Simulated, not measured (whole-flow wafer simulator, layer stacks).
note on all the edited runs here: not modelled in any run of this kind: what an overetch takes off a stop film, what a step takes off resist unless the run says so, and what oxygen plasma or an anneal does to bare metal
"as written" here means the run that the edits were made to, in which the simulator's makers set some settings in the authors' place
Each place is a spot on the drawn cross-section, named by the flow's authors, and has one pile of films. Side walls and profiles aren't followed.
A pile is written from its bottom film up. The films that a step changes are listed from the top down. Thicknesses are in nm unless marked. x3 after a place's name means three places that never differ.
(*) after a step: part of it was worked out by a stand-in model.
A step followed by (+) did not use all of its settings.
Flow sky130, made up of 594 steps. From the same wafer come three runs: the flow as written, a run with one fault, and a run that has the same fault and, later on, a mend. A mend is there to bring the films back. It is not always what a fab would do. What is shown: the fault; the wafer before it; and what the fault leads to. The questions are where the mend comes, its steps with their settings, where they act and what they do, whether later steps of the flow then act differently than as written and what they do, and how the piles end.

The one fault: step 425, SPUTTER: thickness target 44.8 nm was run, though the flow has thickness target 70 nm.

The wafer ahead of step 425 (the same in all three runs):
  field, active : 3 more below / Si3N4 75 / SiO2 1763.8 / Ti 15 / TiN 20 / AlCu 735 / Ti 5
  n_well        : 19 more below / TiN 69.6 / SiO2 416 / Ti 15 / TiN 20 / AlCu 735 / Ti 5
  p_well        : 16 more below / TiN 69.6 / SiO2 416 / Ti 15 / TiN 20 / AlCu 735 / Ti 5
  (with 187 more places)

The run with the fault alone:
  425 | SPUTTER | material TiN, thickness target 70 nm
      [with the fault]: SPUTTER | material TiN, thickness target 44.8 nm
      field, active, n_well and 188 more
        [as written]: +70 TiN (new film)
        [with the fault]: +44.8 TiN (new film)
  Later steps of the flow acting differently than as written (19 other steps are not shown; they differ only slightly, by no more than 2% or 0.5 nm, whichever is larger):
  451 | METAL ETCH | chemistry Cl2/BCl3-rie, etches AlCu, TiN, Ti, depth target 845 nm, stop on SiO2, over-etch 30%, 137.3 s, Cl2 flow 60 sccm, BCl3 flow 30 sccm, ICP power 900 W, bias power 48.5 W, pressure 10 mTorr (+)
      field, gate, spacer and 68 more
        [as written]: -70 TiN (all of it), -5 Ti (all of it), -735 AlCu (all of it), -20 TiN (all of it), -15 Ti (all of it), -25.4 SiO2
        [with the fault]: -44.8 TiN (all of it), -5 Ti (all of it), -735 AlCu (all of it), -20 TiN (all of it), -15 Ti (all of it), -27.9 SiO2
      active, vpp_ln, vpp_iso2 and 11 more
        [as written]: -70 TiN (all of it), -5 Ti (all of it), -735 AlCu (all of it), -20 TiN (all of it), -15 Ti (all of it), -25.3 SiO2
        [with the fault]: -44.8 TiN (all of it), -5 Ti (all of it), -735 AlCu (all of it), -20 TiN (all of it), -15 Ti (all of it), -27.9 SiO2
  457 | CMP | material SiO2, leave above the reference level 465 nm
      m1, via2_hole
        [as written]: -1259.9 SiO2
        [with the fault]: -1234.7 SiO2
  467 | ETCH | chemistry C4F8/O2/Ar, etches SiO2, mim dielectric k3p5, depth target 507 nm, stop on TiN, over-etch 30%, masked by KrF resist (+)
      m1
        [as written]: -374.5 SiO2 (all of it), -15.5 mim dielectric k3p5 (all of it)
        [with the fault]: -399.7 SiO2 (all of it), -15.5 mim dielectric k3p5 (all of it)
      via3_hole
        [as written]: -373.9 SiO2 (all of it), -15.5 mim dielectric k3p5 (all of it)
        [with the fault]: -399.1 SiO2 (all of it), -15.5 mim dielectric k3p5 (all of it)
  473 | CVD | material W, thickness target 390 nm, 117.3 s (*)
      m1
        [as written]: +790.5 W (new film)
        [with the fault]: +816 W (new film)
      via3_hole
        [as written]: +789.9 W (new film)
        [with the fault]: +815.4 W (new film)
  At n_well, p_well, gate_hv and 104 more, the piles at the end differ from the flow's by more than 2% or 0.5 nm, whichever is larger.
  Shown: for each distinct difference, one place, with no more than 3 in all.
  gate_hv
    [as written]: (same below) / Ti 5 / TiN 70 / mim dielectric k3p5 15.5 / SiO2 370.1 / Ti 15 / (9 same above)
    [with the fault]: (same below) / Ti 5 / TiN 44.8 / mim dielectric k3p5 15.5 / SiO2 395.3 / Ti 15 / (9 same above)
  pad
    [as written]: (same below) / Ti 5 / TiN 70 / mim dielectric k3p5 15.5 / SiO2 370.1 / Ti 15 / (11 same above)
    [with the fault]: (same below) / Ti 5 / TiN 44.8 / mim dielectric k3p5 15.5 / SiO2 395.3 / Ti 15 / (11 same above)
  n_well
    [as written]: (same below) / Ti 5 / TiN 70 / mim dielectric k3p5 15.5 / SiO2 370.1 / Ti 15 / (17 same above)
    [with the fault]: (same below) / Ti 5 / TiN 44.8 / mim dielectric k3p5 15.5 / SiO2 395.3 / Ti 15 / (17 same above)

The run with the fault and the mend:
  The mend follows step 425.
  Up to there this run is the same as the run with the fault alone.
  425a | SPUTTER | material TiN, thickness target 25.2 nm (a further turn of the flow's step 425, with different settings)
      field, active, n_well and 188 more
        +25.2 TiN
  None of the later steps of the flow acts differently than as written at any place that is followed.
  The piles end the same as the flow's at every place that both follow.
